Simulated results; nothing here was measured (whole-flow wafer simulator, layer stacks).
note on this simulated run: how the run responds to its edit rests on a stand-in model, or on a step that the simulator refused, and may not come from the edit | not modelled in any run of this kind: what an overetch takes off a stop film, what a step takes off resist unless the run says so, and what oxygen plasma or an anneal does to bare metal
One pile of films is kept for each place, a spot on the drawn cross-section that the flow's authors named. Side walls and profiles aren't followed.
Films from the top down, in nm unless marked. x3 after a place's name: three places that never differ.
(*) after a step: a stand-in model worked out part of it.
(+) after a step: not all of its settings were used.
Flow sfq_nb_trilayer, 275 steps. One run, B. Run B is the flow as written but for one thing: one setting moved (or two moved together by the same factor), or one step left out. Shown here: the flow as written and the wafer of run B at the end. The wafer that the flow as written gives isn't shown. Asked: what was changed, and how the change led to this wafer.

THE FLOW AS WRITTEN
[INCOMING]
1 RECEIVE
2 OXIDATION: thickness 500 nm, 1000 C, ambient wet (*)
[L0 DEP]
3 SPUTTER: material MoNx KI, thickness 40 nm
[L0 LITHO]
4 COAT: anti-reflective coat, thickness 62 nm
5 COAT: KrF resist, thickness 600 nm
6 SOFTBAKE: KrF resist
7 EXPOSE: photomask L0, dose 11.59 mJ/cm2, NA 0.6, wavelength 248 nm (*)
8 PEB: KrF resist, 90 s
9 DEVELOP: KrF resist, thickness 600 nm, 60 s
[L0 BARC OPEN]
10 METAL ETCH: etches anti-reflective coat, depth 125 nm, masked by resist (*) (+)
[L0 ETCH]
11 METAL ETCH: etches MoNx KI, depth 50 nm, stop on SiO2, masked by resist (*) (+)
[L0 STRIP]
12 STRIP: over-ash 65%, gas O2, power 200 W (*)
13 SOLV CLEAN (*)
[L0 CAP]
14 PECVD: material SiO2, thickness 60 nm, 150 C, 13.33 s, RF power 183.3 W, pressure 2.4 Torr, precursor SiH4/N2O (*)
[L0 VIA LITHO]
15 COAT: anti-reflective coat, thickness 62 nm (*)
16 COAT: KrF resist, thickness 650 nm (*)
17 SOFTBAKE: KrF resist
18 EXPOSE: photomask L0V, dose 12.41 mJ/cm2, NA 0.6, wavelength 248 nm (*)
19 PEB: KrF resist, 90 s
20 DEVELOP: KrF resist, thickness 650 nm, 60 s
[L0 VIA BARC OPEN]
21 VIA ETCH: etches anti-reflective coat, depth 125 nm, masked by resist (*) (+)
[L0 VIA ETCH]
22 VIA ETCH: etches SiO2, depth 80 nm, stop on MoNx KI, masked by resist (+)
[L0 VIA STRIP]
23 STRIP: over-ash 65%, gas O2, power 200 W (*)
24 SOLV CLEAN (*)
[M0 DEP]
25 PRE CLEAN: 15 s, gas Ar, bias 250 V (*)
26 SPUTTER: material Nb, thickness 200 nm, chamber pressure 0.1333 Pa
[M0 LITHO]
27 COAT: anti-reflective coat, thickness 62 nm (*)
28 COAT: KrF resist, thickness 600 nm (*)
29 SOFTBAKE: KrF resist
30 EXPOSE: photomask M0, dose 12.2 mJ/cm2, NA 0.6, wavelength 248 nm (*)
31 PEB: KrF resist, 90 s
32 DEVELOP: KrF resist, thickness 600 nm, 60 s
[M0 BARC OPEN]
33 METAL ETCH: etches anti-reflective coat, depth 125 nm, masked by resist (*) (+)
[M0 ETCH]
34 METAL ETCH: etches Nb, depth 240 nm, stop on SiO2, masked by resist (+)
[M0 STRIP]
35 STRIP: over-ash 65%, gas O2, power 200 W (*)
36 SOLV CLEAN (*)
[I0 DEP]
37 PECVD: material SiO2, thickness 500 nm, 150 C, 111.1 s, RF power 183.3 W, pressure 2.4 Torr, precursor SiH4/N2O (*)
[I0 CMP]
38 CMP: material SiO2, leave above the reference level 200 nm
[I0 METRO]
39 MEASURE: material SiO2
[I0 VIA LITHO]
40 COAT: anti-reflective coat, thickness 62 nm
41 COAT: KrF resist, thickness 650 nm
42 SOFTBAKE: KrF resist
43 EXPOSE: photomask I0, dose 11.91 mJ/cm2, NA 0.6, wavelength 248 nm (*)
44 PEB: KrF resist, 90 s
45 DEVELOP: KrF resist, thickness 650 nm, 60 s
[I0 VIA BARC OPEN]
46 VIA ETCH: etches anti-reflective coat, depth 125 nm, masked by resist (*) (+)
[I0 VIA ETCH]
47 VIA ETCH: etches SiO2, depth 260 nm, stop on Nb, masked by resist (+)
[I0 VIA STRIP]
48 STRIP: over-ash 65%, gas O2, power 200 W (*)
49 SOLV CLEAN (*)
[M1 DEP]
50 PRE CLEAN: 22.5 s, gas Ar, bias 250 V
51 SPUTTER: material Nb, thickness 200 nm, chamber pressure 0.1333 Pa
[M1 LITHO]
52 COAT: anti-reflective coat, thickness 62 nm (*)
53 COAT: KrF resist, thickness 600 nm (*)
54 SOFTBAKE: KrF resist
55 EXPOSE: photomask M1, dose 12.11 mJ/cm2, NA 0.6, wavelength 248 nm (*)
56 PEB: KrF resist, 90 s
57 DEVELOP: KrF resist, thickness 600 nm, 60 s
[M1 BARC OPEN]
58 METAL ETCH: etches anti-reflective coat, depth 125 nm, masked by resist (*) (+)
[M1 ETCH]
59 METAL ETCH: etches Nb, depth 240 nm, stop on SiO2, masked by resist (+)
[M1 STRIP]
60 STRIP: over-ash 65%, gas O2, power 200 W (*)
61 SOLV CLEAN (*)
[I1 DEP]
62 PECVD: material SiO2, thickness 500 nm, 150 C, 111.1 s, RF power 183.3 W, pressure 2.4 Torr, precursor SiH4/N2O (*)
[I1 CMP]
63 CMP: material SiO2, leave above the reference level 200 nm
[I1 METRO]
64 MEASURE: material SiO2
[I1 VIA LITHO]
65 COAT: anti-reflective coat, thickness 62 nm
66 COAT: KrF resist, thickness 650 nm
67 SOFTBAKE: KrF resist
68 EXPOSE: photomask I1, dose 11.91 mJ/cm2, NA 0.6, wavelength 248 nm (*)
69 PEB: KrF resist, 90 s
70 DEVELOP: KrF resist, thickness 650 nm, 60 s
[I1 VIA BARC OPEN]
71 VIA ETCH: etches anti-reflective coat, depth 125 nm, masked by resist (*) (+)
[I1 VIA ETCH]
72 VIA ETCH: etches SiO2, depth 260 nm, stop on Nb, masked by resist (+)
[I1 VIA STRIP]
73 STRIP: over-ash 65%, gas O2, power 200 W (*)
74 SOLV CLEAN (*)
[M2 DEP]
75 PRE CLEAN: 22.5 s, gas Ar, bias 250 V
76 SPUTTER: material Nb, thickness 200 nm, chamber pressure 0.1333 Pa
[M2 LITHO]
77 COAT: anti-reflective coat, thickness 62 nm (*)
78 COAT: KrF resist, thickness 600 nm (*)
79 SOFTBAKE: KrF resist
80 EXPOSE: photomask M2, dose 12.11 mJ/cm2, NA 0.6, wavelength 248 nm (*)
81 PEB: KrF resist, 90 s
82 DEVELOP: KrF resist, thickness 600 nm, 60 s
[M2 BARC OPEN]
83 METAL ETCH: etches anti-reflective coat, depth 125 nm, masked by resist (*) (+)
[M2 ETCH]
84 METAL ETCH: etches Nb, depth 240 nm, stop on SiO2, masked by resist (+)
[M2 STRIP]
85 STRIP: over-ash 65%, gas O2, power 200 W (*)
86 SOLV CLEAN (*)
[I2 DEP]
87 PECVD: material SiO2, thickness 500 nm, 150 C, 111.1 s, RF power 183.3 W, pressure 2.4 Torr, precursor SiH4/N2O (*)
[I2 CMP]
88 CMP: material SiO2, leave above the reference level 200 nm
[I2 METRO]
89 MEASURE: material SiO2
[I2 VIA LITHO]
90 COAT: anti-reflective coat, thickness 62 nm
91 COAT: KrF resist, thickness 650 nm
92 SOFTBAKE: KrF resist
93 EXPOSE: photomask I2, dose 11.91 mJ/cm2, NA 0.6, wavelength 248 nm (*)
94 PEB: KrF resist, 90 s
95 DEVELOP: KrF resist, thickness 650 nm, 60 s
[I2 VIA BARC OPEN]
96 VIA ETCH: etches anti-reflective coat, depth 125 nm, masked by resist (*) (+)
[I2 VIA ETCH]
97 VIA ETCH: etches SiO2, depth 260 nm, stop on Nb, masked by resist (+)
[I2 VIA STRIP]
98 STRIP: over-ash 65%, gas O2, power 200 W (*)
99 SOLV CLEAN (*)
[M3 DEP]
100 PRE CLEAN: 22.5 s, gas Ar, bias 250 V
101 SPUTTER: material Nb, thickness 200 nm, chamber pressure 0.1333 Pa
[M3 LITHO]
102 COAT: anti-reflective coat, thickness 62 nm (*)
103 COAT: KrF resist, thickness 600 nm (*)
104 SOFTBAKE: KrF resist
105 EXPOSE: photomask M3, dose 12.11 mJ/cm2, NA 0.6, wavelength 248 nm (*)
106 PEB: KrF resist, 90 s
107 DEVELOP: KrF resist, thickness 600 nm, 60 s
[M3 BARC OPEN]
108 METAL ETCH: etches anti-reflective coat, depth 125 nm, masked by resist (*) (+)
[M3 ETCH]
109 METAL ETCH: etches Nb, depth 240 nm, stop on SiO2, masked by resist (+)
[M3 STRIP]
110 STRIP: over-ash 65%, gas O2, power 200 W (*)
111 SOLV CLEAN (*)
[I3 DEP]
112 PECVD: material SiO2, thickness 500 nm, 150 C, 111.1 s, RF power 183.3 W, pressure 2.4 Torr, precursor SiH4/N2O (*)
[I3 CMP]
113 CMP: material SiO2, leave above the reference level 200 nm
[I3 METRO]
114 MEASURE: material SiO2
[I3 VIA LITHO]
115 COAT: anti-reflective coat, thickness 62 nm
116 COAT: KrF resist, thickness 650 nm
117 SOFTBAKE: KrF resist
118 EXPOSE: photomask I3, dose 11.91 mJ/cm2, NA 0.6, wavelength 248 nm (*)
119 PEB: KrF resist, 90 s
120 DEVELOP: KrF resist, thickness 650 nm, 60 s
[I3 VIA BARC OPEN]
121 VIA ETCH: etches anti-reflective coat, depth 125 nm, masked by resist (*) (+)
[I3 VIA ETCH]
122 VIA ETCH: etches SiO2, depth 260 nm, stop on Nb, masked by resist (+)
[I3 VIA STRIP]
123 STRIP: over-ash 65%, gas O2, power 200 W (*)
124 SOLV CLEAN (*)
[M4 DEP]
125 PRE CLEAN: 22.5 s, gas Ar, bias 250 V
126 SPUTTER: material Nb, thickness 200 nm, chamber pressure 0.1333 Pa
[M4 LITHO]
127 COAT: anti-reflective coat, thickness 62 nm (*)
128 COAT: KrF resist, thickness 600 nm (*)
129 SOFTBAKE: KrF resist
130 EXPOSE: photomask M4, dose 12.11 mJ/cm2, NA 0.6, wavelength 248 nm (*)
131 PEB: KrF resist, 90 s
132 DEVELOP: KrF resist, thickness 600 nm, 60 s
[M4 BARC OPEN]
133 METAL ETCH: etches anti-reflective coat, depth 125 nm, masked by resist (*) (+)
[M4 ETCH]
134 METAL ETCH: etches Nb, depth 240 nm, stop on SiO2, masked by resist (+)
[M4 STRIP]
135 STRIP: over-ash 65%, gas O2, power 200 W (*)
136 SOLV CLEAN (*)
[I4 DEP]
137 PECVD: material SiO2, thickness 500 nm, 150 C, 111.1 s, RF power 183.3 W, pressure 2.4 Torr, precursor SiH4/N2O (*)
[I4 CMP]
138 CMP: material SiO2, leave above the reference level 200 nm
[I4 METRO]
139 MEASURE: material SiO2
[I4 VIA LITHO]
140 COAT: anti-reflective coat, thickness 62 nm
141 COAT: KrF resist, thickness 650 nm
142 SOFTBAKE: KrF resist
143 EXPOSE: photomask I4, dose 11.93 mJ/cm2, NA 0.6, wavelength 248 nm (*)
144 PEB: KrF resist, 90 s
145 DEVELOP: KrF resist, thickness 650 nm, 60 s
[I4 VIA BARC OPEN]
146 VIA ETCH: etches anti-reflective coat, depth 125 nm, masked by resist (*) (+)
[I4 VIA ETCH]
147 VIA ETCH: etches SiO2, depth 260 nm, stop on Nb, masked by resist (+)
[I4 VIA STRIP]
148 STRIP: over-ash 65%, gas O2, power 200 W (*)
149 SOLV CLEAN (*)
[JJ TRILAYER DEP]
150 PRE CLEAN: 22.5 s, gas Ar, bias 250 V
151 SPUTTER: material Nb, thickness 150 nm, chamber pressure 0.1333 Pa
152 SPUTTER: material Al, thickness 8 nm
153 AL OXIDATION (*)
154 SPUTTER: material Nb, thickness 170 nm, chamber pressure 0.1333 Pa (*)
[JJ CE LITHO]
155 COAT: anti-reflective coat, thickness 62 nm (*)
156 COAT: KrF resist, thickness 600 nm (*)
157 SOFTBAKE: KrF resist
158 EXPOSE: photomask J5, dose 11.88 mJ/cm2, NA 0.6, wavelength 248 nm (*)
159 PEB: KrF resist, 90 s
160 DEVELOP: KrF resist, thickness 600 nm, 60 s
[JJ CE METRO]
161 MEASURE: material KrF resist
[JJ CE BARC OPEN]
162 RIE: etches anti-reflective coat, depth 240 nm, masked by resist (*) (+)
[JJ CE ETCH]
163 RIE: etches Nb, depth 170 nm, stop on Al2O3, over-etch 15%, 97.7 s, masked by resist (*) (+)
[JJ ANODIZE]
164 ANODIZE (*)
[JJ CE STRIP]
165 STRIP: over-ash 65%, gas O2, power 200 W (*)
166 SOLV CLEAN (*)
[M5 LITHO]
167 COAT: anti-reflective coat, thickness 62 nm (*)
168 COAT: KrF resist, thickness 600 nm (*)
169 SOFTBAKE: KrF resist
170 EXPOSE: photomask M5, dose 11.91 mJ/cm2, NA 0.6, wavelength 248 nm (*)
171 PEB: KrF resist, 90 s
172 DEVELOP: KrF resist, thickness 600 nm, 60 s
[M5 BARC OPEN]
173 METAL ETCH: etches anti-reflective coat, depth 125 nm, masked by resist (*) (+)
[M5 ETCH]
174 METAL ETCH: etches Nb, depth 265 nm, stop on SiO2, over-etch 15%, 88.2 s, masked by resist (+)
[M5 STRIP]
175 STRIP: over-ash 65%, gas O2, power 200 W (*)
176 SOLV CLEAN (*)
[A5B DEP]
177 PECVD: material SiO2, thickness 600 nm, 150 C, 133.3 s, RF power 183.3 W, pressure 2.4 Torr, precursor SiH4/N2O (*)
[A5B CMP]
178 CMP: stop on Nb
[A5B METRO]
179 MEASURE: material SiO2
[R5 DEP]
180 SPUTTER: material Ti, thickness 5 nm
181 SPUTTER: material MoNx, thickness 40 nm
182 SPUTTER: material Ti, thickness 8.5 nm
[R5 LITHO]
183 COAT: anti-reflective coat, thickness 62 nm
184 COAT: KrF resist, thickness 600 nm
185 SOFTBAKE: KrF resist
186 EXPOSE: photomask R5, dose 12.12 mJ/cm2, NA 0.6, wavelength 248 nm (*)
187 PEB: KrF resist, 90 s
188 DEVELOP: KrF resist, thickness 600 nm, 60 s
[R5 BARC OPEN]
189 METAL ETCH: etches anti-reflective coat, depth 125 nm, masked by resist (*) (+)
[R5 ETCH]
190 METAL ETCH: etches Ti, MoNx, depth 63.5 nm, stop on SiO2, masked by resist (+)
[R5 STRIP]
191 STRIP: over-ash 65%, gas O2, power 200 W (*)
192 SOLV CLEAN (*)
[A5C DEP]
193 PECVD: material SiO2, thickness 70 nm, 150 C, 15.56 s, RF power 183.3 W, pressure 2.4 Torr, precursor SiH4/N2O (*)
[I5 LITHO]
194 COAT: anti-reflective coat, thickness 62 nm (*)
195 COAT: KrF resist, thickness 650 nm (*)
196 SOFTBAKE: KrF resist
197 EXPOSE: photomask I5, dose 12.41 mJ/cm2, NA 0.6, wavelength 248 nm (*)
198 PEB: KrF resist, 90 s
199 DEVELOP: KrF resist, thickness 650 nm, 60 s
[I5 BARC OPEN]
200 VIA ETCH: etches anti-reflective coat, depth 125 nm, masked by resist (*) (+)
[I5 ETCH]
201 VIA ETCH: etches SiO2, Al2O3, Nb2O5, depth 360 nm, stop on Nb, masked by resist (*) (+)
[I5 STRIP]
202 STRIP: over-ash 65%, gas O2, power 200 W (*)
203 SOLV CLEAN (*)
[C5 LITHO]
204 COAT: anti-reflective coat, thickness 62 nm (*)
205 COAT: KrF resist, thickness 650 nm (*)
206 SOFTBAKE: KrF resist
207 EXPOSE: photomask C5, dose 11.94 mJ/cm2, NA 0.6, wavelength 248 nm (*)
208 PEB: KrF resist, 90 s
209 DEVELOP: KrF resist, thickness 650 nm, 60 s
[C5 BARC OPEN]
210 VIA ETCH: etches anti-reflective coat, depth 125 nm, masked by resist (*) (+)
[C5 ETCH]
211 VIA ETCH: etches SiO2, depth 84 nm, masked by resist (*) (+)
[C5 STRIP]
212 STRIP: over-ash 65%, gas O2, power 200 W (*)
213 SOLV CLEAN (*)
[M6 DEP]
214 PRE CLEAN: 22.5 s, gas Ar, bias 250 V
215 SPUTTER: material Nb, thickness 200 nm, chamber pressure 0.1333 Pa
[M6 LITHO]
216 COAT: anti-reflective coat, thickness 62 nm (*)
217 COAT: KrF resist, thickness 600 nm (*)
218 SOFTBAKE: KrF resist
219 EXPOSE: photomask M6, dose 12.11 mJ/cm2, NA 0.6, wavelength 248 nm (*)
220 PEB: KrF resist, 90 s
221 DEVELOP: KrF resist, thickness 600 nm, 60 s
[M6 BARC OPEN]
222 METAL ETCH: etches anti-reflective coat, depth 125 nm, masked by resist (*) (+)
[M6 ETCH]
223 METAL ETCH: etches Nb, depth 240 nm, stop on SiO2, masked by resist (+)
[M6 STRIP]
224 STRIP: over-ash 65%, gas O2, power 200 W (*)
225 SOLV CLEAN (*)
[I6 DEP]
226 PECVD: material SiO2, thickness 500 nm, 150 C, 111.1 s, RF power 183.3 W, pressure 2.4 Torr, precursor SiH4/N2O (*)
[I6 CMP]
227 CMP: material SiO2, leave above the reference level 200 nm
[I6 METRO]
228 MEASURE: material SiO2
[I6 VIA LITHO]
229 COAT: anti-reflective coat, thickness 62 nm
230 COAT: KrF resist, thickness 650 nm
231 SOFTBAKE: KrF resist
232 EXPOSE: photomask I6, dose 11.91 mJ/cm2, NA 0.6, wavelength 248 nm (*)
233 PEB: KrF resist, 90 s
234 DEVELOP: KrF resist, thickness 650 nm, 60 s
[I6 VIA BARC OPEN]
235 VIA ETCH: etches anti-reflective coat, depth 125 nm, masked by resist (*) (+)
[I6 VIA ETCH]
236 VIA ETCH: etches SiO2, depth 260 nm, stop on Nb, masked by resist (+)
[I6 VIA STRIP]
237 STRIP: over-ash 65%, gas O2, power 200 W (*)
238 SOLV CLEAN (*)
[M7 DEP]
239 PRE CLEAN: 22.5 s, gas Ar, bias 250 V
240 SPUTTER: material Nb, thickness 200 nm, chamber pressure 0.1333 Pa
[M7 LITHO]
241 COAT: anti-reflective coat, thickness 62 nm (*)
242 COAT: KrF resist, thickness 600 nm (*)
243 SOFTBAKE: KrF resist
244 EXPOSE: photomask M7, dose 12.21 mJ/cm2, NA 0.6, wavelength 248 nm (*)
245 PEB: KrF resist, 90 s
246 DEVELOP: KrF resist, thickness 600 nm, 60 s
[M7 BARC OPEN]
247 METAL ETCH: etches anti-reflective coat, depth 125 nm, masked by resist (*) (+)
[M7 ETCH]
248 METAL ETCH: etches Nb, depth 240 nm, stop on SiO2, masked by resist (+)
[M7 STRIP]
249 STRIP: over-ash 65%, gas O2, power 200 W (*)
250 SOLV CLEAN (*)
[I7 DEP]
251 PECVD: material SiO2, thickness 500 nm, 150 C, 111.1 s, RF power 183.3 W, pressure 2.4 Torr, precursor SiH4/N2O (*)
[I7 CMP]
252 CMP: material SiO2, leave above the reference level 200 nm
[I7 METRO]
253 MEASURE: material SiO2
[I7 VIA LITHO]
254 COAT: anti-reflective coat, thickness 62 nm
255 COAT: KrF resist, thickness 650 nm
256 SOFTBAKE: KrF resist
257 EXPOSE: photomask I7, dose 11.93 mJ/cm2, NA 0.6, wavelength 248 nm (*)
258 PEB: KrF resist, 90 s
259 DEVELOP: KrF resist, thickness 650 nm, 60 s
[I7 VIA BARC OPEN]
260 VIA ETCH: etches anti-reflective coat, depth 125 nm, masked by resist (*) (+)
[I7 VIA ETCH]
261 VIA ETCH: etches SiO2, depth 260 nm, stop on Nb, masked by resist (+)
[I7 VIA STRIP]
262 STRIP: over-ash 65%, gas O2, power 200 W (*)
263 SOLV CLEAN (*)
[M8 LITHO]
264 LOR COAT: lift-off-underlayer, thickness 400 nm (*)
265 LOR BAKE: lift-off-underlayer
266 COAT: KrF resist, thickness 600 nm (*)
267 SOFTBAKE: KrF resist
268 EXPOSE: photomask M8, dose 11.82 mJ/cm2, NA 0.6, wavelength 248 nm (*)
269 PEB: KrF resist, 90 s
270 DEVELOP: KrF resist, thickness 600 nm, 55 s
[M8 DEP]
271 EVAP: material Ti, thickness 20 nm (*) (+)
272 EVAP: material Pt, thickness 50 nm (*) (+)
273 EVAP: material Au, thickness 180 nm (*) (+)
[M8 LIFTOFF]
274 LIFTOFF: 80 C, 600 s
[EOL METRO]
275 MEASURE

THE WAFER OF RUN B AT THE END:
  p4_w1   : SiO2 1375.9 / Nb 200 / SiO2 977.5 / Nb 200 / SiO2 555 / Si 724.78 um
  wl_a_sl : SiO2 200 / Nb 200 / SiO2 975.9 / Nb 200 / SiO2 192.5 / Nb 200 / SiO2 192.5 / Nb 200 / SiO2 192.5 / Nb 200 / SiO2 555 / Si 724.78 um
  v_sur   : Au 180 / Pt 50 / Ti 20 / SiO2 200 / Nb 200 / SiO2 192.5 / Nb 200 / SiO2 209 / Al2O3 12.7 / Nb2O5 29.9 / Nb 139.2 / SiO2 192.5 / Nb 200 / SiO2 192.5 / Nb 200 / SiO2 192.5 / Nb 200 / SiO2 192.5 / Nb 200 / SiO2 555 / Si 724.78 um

The cause: step 101, SPUTTER: material Nb, thickness 200 nm, chamber pressure 0.1333 Pa, was left out.

How the change led to this, step by step:
  102 COAT: anti-reflective coat, thickness 62 nm (*)
      via_wl, via_wr: anti-reflective coat +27 (new film) (as written it would be: anti-reflective coat +34.2 (new film))
      v_sur: anti-reflective coat +58.6 (new film) (as written it would be: anti-reflective coat +61.1 (new film))
      (and at 1 more place)
  103 COAT: KrF resist, thickness 600 nm (*)
      via_w: KrF resist +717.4 (new film) (as written it would be: KrF resist +737.9 (new film))
  109 METAL ETCH: etches Nb, depth 240 nm, stop on SiO2, masked by resist (+)
      field_l, be, be_sur and 72 more: nothing (as written it would be: Nb -200 (all of it))
  110 STRIP: over-ash 65%, gas O2, power 200 W (*)
      via_wl, via_wr: KrF resist -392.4 (all of it), anti-reflective coat -27 (all of it) (as written it would be: KrF resist -384.2 (all of it), anti-reflective coat -34.2 (all of it))
      v_sur: KrF resist -368.2 (all of it), anti-reflective coat -58.6 (all of it) (as written it would be: KrF resist -365.3 (all of it), anti-reflective coat -61.1 (all of it))
      (and at 1 more place)
  112 PECVD: material SiO2, thickness 500 nm, 150 C, 111.1 s, RF power 183.3 W, pressure 2.4 Torr, precursor SiH4/N2O (*)
      v_sur, via_wl, via_wr and 27 more: SiO2 +500 (as written it would be: SiO2 +500 (new film))
      p4_g1, p4_g2, p3_s0, p3_s1, p3_s2, p3_s3, p3_s4, p3_s5: SiO2 +500 (as written it would be: SiO2 +557.1)
      (and at 1 more place)
  113 CMP: material SiO2, leave above the reference level 200 nm
      field_l, be, be_sur and 64 more: SiO2 -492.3 (as written it would be: SiO2 -100)
      v_sur, via_wl, via_wr and 27 more: SiO2 -492.5 (as written it would be: SiO2 -300)
      (and at 9 more places)
  122 VIA ETCH: etches SiO2, depth 260 nm, stop on Nb, masked by resist (+)
      via_v: SiO2 -260 (as written it would be: SiO2 -199.8 (all of it))
  125 PRE CLEAN: 22.5 s, gas Ar, bias 250 V
      via_v: SiO2 -7.5 (as written it would be: Nb -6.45)
  126 SPUTTER: material Nb, thickness 200 nm, chamber pressure 0.1333 Pa
      via_v: Nb +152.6 (new film) (as written it would be: Nb +165.5)
  127 COAT: anti-reflective coat, thickness 62 nm (*)
      via_sp: anti-reflective coat +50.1 (new film) (as written it would be: anti-reflective coat +53 (new film))
      via_v: anti-reflective coat +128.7 (new film) (as written it would be: anti-reflective coat +124.8 (new film))
      (and at 1 more place)
  128 COAT: KrF resist, thickness 600 nm (*)
      via_v: KrF resist +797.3 (new film) (as written it would be: KrF resist +739.8 (new film))
  135 STRIP: over-ash 65%, gas O2, power 200 W (*)
      via_sp: KrF resist -369.8 (all of it), anti-reflective coat -50.1 (all of it) (as written it would be: KrF resist -373.9 (all of it), anti-reflective coat -53 (all of it))
      via_v: KrF resist -579.2 (all of it), anti-reflective coat -128.7 (all of it) (as written it would be: KrF resist -521.8 (all of it), anti-reflective coat -124.8 (all of it))
      (and at 1 more place)
  137 PECVD: material SiO2, thickness 500 nm, 150 C, 111.1 s, RF power 183.3 W, pressure 2.4 Torr, precursor SiH4/N2O (*)
      via_v: SiO2 +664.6 (new film) (as written it would be: SiO2 +615 (new film))
  138 CMP: material SiO2, leave above the reference level 200 nm
      via_v: SiO2 -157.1 (as written it would be: SiO2 -181.6)
  167 COAT: anti-reflective coat, thickness 62 nm (*)
      jj_sur: anti-reflective coat +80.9 (new film) (as written it would be: anti-reflective coat +82.6 (new film))
      ce_l: anti-reflective coat +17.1 (new film) (as written it would be: anti-reflective coat +19.6 (new film))
      (and at 1 more place)
  175 STRIP: over-ash 65%, gas O2, power 200 W (*)
      jj_sur: KrF resist -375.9 (all of it), anti-reflective coat -80.9 (all of it) (as written it would be: KrF resist -374.7 (all of it), anti-reflective coat -82.6 (all of it))
      ce_l: KrF resist -301.7 (all of it), anti-reflective coat -17.1 (all of it) (as written it would be: KrF resist -299.6 (all of it), anti-reflective coat -19.6 (all of it))
      (and at 1 more place)
Counting metal films that touch as one body, p4_w1 has 2 bodies (between them, from the top down: SiO2 977.5); the flow as written gives 3 bodies (between them, from the top down: SiO2 192.5; SiO2 977.5).
Counting metal films that touch as one body, wl_a_sl has 5 bodies (between them, from the top down: SiO2 975.9; SiO2 192.5; SiO2 192.5; SiO2 192.5); the flow as written gives 6 bodies (between them, from the top down: SiO2 975.9; SiO2 192.5; SiO2 192.5; SiO2 192.5; SiO2 192.5).
Counting metal films that touch as one body, v_sur has 8 bodies (between them, from the top down: SiO2 200; SiO2 192.5; SiO2 209 / Al2O3 12.7 / Nb2O5 29.9; SiO2 192.5; SiO2 192.5; SiO2 192.5; SiO2 192.5); the flow as written gives 9 bodies (between them, from the top down: SiO2 200; SiO2 192.5; SiO2 209 / Al2O3 12.7 / Nb2O5 29.9; SiO2 192.5; SiO2 192.5; SiO2 192.5; SiO2 192.5; SiO2 192.5).
